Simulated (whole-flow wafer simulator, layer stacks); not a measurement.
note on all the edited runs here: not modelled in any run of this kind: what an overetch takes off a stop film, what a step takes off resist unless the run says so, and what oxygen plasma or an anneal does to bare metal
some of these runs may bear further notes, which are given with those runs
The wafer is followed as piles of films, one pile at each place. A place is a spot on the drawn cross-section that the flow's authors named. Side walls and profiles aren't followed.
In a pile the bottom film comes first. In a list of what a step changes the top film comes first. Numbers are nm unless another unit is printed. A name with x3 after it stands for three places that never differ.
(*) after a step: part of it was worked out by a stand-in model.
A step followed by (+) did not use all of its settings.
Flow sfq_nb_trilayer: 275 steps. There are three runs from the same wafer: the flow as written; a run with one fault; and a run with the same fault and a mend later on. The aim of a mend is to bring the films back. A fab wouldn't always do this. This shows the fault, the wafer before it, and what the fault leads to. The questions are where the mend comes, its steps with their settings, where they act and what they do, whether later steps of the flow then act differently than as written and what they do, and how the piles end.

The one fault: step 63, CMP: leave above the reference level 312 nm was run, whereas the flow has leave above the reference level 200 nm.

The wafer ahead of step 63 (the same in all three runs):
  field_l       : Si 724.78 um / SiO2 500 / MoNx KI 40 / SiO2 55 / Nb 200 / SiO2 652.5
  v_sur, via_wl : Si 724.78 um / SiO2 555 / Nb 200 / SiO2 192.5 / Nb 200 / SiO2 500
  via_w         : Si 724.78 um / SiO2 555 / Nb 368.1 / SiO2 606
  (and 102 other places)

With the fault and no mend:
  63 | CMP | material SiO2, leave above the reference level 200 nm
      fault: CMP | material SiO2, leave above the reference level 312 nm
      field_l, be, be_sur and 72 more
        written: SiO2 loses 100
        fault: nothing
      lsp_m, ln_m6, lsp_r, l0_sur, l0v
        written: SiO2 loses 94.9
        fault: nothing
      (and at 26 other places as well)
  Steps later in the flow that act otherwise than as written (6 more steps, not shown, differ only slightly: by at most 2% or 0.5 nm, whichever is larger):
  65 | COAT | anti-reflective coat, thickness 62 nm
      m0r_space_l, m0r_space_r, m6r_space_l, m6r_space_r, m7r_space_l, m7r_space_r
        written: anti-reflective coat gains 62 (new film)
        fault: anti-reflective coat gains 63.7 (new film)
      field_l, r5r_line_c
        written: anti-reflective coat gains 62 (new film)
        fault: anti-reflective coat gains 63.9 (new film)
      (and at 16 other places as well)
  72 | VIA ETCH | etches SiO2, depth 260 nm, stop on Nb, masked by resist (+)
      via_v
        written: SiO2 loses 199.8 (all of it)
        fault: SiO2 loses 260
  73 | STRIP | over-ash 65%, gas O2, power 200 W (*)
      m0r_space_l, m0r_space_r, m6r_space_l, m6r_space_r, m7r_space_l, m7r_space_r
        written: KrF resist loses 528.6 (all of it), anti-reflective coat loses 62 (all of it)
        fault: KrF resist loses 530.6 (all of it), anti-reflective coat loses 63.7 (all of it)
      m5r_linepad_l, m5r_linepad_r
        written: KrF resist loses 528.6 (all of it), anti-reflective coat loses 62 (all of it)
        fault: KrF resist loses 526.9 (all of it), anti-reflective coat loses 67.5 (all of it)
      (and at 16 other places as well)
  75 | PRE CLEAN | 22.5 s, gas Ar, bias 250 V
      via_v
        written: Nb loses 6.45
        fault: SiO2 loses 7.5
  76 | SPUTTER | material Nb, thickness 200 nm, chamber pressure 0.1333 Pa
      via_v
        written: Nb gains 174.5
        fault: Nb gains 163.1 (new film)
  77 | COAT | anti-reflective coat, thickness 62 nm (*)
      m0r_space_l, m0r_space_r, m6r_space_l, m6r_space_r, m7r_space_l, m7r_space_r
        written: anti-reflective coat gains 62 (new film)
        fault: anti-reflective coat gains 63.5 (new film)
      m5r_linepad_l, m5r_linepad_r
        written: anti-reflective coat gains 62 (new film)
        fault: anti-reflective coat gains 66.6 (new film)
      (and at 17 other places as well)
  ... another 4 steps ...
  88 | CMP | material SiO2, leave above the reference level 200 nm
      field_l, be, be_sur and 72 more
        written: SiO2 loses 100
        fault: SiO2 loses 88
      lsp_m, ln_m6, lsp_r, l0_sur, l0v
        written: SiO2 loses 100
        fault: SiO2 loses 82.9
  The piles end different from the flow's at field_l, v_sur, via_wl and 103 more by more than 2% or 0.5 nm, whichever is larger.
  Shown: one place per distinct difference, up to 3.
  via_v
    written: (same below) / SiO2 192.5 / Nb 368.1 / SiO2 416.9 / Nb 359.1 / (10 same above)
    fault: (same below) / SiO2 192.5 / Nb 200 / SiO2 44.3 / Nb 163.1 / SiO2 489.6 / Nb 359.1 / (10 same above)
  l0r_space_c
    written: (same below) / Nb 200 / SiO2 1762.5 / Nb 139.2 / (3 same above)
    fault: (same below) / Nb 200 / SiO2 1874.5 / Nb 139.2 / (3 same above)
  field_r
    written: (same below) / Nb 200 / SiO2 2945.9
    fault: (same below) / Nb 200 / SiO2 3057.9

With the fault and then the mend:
  The mend follows step 64.
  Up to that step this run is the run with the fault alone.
  64a | CMP | material SiO2, leave above the reference level 200 nm (the flow's step 63 again)
      field_l, be, be_sur and 72 more
        SiO2 loses 100
      v_sur, via_wl, via_w and 23 more
        SiO2 loses 112
      lsp_m, ln_m6, lsp_r, l0_sur, l0v
        SiO2 loses 94.9
  Every later step of the flow that is run acts as written at every place that is followed.
  The piles end the same as the flow's at every place that both follow.
